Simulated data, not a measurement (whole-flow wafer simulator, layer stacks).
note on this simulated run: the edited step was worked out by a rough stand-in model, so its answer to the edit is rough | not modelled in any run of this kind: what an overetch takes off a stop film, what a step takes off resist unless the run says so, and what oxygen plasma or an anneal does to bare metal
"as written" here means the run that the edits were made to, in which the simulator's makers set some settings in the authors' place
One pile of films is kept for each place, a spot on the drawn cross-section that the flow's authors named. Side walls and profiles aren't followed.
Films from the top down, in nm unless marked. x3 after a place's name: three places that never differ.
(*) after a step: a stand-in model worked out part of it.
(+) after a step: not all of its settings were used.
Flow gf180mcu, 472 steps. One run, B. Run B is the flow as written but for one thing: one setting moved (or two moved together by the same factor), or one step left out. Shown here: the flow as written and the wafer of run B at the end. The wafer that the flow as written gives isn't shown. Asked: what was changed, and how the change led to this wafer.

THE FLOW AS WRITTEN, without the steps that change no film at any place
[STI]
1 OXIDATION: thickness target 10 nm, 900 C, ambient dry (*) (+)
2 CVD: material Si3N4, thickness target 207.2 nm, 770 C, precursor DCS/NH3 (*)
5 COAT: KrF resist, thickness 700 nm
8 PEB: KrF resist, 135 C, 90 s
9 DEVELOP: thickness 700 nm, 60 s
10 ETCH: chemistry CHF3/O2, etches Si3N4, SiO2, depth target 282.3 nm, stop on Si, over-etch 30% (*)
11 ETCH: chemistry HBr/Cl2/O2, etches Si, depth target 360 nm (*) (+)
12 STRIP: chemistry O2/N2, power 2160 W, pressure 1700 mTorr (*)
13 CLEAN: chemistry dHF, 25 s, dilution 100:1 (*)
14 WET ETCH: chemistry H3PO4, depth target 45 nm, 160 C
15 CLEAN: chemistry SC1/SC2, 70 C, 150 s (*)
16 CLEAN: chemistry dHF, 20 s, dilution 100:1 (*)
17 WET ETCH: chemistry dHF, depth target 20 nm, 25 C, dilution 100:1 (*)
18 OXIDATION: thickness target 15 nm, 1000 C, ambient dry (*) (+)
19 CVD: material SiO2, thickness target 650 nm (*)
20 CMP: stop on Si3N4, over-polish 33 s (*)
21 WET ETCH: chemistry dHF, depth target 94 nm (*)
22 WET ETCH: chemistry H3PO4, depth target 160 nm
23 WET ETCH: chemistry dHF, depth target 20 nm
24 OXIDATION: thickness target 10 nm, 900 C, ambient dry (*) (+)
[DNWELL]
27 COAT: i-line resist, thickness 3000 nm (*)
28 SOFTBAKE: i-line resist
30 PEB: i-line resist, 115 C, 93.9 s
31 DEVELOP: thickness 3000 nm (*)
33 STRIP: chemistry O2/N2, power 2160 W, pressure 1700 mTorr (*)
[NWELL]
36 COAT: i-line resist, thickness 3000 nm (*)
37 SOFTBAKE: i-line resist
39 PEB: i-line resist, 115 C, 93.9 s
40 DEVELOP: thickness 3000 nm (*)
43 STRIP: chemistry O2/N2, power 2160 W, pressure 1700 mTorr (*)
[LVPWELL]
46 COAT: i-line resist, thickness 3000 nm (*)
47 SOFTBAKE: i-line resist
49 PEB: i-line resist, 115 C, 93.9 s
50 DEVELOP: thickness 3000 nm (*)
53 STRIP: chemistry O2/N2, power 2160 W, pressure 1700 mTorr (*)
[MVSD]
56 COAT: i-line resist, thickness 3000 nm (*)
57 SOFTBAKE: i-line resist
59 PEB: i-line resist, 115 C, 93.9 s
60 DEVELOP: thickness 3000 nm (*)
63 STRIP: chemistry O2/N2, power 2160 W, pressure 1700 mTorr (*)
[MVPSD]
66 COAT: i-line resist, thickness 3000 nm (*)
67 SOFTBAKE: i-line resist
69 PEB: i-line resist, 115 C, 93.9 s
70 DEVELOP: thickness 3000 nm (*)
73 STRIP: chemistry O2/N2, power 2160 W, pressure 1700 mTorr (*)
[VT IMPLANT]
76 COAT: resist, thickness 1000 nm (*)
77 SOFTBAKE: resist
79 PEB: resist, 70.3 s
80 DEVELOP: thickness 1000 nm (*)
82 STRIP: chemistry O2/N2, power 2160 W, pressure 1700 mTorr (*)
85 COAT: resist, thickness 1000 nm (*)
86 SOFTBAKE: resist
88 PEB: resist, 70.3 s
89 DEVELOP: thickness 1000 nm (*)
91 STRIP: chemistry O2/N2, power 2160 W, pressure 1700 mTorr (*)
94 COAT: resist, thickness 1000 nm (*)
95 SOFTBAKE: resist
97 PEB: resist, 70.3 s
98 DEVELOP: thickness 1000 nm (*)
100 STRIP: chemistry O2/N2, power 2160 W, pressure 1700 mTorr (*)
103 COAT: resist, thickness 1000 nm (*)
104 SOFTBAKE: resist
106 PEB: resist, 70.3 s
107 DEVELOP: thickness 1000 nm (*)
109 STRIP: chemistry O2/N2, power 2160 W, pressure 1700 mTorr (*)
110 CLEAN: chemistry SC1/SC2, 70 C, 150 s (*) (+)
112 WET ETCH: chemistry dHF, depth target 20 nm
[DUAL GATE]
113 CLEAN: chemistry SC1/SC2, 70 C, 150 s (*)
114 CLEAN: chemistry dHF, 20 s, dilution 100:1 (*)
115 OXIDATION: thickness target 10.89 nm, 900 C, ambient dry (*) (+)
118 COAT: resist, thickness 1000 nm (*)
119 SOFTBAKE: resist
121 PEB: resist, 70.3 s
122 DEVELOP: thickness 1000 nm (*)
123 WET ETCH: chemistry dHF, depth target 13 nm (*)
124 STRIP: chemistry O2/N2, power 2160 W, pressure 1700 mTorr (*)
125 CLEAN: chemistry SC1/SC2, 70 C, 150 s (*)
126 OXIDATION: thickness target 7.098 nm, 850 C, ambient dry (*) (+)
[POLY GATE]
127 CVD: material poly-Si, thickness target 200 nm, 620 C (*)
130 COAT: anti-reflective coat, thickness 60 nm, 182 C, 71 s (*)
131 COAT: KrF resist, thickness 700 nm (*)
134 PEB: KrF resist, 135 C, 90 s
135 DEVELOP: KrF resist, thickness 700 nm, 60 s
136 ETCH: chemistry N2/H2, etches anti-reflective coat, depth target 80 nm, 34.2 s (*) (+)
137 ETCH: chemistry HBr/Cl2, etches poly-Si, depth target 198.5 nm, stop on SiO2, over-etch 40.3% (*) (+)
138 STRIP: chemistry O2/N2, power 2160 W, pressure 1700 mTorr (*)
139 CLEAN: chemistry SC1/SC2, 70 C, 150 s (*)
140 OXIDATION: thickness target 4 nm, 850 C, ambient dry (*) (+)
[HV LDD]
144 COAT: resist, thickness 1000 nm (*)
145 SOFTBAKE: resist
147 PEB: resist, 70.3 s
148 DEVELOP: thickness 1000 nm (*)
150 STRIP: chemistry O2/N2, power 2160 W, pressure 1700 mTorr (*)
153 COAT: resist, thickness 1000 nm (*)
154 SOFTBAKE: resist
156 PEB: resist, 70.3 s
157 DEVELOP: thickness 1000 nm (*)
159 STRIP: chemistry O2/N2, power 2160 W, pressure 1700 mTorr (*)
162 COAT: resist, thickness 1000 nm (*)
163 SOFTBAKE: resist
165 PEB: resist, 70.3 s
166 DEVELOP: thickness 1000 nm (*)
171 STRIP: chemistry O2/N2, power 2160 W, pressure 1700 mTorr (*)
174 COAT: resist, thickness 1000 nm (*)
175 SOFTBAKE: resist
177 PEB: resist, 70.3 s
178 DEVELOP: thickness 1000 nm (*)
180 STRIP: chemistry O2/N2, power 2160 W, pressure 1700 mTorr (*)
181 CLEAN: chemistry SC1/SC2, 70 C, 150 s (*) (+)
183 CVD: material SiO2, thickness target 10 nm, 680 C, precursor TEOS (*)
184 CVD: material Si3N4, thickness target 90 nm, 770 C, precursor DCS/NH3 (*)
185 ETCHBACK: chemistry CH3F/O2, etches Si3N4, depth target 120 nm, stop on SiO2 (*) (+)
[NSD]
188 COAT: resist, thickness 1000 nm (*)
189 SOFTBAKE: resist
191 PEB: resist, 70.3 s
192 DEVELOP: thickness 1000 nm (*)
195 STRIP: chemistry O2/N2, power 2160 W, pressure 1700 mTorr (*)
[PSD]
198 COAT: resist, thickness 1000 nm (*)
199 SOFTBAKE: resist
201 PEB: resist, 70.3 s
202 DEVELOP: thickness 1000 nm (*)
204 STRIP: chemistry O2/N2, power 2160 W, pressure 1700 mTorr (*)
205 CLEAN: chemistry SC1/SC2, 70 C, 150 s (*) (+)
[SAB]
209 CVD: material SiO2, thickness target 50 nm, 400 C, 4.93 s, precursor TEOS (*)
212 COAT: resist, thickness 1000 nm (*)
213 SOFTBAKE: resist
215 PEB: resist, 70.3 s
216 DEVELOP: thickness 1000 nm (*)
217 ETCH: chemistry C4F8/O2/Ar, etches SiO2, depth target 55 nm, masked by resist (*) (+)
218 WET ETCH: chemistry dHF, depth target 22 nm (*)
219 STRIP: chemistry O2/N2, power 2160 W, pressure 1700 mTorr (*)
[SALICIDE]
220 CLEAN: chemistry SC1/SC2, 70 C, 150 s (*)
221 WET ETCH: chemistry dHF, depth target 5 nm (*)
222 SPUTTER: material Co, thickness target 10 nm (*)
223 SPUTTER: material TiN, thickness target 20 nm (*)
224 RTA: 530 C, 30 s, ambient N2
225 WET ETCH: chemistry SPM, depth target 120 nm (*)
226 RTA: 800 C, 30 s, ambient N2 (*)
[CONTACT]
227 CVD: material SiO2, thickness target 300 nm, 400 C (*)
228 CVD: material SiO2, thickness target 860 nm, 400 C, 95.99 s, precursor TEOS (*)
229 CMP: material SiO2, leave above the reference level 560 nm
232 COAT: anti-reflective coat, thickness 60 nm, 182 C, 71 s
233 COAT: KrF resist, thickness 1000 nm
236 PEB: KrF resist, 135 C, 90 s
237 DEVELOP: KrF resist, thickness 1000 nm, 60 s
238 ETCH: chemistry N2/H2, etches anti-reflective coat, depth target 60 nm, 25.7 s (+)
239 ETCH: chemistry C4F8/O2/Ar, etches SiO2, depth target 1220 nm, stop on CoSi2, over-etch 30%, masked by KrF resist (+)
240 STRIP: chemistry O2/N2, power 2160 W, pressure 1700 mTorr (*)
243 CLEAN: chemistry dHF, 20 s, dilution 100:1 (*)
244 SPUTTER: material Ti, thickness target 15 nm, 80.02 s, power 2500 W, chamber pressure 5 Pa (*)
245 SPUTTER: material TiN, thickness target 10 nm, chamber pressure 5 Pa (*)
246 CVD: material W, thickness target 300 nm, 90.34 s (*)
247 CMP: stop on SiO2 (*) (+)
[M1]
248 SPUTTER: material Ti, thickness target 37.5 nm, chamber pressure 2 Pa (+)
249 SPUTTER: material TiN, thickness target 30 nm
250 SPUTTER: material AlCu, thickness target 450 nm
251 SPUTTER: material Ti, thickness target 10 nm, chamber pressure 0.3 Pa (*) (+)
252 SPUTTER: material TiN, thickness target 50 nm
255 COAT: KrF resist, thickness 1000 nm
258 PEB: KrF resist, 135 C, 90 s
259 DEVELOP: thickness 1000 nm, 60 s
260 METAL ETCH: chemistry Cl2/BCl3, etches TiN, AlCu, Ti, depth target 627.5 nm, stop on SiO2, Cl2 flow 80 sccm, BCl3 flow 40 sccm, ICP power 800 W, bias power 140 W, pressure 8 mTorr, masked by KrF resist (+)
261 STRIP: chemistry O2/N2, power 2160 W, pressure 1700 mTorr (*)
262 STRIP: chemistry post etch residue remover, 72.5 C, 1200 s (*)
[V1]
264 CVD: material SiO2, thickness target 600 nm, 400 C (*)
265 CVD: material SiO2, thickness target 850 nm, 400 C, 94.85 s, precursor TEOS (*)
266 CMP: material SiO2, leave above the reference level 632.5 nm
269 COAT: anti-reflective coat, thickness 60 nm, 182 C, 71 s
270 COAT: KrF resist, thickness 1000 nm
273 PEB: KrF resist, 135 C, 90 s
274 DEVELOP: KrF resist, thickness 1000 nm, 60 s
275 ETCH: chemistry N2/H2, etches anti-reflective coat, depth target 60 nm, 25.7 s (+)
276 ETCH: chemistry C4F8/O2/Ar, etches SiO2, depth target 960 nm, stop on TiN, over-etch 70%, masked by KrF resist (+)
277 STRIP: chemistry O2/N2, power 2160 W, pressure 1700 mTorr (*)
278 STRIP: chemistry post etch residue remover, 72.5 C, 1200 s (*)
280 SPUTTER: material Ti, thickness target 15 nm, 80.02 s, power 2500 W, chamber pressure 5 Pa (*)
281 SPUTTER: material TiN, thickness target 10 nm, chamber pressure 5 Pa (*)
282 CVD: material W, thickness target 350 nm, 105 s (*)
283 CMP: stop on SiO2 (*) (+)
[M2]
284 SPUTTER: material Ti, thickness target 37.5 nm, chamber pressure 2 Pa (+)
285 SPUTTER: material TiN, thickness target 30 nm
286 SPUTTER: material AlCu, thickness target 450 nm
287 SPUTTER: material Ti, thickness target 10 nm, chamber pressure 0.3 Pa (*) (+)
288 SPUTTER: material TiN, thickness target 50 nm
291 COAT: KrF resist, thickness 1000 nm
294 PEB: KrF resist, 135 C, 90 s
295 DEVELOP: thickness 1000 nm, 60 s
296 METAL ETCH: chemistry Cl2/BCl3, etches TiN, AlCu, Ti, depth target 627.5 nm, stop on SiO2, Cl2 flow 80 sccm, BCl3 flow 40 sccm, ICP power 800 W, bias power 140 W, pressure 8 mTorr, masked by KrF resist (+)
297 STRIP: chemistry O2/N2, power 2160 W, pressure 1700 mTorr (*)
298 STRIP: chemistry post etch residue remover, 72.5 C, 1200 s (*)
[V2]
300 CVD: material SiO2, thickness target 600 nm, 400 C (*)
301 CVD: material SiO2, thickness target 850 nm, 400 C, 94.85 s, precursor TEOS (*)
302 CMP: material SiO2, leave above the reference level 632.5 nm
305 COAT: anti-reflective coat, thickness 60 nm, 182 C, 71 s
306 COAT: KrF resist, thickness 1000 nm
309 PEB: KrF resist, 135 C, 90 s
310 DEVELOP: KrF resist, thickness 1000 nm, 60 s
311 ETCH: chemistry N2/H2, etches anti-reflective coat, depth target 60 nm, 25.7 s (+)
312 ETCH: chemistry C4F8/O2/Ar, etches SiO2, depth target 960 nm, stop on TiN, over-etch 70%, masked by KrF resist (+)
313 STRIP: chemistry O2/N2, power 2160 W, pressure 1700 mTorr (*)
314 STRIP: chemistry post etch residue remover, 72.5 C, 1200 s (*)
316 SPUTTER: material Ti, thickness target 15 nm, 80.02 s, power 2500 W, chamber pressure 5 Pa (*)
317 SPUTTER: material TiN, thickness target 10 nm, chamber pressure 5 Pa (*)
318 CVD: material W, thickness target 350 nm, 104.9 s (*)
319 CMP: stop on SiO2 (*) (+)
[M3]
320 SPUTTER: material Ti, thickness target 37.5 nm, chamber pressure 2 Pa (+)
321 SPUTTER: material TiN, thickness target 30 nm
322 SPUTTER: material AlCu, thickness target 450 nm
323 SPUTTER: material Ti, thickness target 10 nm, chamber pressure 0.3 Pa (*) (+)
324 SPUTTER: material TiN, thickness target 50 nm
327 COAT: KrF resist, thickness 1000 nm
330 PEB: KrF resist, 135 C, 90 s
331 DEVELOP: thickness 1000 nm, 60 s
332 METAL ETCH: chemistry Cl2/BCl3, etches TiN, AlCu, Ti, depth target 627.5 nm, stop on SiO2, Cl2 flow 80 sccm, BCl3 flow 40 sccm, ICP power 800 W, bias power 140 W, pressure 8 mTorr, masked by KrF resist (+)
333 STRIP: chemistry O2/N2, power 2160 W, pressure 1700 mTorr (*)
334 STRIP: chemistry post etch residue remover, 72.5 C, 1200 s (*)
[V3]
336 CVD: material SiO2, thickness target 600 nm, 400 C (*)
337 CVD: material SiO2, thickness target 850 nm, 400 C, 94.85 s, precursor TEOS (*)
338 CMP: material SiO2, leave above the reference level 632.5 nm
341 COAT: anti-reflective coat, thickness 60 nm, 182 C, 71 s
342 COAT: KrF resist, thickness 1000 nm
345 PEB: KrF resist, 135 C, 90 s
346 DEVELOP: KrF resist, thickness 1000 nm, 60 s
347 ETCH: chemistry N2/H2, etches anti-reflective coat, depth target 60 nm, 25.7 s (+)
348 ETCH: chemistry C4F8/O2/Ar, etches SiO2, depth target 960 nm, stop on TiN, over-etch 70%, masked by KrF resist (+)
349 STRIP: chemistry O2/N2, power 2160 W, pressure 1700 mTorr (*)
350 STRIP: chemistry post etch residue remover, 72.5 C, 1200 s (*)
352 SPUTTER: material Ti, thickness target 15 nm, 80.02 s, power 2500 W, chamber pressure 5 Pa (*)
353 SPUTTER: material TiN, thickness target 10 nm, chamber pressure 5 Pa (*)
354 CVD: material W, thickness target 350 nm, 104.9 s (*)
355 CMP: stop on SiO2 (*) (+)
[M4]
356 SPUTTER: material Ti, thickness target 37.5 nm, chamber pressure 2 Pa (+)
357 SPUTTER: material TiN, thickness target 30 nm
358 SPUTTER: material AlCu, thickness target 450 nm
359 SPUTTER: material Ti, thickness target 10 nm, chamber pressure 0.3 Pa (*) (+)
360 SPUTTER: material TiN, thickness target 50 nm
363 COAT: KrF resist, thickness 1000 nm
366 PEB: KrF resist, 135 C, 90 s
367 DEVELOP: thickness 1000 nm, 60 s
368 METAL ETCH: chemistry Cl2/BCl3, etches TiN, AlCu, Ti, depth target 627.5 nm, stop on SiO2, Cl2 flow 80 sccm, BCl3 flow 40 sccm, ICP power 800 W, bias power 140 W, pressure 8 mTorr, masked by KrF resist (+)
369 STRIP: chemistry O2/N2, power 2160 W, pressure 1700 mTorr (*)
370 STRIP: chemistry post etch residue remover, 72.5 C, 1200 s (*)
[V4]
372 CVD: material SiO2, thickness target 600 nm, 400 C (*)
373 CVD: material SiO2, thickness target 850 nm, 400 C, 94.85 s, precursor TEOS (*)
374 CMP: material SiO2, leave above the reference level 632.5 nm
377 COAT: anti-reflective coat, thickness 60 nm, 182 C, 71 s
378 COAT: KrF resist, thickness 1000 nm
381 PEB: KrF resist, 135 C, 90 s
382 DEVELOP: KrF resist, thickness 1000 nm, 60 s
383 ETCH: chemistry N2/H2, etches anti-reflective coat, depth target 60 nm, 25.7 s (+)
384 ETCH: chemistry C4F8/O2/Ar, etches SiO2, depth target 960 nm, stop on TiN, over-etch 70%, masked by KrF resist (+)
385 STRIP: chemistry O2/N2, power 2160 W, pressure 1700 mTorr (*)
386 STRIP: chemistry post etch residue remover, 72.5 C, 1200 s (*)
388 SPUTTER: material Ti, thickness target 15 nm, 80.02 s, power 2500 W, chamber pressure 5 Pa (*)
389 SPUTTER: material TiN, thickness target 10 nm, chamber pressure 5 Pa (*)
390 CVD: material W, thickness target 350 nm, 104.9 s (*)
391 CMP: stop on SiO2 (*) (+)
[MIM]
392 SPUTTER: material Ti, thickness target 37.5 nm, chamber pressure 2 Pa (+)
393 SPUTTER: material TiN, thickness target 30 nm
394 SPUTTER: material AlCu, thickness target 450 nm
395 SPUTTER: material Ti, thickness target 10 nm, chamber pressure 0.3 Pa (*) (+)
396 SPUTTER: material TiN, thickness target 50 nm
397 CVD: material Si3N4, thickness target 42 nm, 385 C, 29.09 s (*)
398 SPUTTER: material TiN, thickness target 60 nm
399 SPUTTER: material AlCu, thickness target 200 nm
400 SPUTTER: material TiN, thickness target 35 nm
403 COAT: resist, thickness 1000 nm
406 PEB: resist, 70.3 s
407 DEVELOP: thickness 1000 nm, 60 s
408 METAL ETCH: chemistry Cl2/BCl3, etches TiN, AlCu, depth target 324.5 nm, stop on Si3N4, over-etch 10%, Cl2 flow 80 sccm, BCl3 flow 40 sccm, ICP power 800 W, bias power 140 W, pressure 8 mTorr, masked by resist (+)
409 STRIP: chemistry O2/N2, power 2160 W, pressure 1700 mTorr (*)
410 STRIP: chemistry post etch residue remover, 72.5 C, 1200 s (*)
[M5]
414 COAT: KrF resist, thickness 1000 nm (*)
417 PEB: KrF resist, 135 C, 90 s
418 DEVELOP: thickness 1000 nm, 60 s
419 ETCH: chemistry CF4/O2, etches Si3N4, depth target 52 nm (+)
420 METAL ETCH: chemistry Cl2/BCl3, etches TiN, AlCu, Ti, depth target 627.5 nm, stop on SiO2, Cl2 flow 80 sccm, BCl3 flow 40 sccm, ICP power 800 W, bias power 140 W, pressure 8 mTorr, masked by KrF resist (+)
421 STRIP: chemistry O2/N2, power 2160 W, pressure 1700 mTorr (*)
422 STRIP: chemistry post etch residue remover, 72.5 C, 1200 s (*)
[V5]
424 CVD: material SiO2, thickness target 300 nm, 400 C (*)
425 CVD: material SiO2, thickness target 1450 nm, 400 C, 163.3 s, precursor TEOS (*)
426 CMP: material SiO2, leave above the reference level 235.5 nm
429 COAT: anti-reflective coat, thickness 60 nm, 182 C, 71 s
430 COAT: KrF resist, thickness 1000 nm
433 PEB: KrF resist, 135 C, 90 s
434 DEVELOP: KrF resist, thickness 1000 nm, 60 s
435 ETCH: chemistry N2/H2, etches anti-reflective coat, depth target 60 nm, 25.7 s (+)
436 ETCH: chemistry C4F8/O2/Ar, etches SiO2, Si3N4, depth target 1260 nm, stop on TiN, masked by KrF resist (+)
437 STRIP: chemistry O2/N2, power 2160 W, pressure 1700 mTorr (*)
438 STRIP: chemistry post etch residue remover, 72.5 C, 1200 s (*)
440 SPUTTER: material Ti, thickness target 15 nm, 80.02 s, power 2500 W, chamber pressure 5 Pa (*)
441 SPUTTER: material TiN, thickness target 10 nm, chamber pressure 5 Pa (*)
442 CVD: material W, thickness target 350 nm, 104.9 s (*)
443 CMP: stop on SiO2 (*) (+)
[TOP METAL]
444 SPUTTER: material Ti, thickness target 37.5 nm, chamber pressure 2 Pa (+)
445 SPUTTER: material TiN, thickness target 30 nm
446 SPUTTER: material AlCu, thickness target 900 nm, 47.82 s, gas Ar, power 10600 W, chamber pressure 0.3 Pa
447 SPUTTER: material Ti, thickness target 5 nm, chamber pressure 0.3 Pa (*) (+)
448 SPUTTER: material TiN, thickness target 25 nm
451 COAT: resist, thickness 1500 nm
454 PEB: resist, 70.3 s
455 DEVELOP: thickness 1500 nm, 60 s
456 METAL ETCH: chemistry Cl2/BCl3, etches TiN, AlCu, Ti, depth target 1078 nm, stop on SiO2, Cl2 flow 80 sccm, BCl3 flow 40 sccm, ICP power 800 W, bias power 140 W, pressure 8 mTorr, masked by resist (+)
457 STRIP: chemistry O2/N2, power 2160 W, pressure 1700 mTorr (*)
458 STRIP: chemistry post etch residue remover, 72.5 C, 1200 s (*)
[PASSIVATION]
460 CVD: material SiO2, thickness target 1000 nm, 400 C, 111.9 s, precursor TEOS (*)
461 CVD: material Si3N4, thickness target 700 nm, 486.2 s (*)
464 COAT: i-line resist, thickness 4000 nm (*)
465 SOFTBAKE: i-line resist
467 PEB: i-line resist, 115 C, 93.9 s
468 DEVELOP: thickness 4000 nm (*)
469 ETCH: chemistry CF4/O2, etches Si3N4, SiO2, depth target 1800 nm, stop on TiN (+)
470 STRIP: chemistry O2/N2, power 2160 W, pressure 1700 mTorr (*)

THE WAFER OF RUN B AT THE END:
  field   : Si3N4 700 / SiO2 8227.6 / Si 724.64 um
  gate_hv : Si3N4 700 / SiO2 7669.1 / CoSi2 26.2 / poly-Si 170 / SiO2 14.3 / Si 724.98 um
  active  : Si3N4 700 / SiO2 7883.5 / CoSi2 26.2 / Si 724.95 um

The cause: step 222, SPUTTER: thickness target 7.5 nm was run, where the flow has thickness target 10 nm.

How the change led to this, step by step:
  222 SPUTTER: material Co, thickness target 10 nm (*)
      field, field__w7, field__w8 and 71 more: Co +7.5 (new film) (as written it would be: Co +10 (new film))
      field__w6, field_sub, field_sub__w2: Co +7.46 (new film) (as written it would be: Co +9.95 (new film))
      (and at 34 more places)
  224 RTA: 530 C, 30 s, ambient N2
      gate, gate_hv, gate_p and 22 more: under 1 film: CoSi +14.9 (new film), Co -7.5 (all of it), poly-Si -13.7 (as written it would be: under 1 film: CoSi +19.9 (new film), Co -10 (all of it), poly-Si -18.2)
      active, p_well, sd_n and 11 more: under 1 film: CoSi +14.9 (new film), Co -7.5 (all of it), Si -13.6 (as written it would be: under 1 film: CoSi +19.9 (new film), Co -10 (all of it), Si -18.1)
      (and at 10 more places)
  225 WET ETCH: chemistry SPM, depth target 120 nm (*)
      field, field__w7, field__w8 and 32 more: TiN -20 (all of it), Co -7.5 (all of it) (as written it would be: TiN -20 (all of it), Co -10 (all of it))
      field__w9, nw_enc_fld_lv__w3: TiN -19.1 (all of it), Co -7.2 (all of it) (as written it would be: TiN -19.1 (all of it), Co -9.6 (all of it))
      (and at 25 more places)
  226 RTA: 800 C, 30 s, ambient N2 (*)
      gate, gate_hv, gate_p and 22 more: CoSi2 +26.2 (new film), CoSi -14.9 (all of it), poly-Si -13.7 (as written it would be: CoSi2 +35 (new film), CoSi -19.9 (all of it), poly-Si -18.2)
      active, p_well, sd_n and 11 more: CoSi2 +26.2 (new film), CoSi -14.9 (all of it), Si -13.6 (as written it would be: CoSi2 +35 (new film), CoSi -19.9 (all of it), Si -18.1)
      (and at 10 more places)
